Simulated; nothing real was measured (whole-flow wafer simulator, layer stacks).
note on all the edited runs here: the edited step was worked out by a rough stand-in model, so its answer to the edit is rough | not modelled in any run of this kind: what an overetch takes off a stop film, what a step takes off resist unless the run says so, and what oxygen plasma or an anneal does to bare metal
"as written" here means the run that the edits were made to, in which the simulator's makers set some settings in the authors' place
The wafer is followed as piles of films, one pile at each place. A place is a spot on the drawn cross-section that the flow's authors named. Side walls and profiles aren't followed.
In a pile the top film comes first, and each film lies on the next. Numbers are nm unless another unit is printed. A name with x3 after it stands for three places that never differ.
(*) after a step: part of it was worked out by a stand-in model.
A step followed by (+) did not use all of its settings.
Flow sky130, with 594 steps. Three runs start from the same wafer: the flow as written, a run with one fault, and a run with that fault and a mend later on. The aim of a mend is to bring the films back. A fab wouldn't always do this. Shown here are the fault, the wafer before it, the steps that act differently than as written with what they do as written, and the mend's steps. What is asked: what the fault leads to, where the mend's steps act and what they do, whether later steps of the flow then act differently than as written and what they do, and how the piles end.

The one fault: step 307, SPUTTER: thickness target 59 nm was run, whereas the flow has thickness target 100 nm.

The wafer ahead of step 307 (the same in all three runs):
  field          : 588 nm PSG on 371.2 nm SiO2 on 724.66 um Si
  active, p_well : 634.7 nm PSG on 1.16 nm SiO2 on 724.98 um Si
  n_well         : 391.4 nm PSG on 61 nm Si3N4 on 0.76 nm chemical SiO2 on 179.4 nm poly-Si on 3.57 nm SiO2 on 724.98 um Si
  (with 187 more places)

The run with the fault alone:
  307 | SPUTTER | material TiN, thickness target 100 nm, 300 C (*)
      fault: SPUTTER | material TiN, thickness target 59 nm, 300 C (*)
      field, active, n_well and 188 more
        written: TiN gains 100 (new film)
        fault: TiN gains 59 (new film)
  Later steps of the flow acting differently than as written (1 more step, not shown, differs only slightly: by at most 2% or 0.5 nm, whichever is larger):
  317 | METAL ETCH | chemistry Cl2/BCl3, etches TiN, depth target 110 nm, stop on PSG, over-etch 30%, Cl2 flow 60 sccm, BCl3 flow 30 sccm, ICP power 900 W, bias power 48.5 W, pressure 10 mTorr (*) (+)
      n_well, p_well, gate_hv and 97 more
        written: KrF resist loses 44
        fault: KrF resist loses 30
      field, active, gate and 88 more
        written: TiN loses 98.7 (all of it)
        fault: TiN loses 57.7 (all of it)
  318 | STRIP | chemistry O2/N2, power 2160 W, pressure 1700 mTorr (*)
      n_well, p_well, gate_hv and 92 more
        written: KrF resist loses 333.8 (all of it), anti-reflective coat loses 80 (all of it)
        fault: KrF resist loses 347.8 (all of it), anti-reflective coat loses 80 (all of it)
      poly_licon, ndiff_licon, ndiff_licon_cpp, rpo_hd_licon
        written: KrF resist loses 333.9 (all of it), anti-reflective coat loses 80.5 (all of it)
        fault: KrF resist loses 347.9 (all of it), anti-reflective coat loses 80.5 (all of it)
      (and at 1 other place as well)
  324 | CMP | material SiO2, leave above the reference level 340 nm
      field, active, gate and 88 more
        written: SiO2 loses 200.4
        fault: SiO2 loses 241.4
  By the end, the piles at n_well, p_well, gate_hv and 118 more depart from the flow's by more than 2% or 0.5 nm, whichever is larger.
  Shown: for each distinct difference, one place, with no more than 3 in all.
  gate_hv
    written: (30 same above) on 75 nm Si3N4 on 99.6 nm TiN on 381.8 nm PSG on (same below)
    fault: (30 same above) on 75 nm Si3N4 on 58.6 nm TiN on 381.8 nm PSG on (same below)
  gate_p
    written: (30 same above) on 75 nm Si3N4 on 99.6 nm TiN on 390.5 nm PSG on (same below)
    fault: (30 same above) on 75 nm Si3N4 on 58.6 nm TiN on 390.5 nm PSG on (same below)
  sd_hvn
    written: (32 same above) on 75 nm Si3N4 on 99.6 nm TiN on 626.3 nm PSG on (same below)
    fault: (32 same above) on 75 nm Si3N4 on 58.6 nm TiN on 626.3 nm PSG on (same below)

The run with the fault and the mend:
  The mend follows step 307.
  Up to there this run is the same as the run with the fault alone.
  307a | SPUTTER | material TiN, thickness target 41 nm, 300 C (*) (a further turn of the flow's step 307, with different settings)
      field, active, n_well and 188 more
        TiN gains 41
  None of the later steps of the flow differs from how it acts as written, at any place that is followed, by more than 2% or 0.5 nm, whichever is larger.
  At every place that both follow, the piles at the end match the flow's.
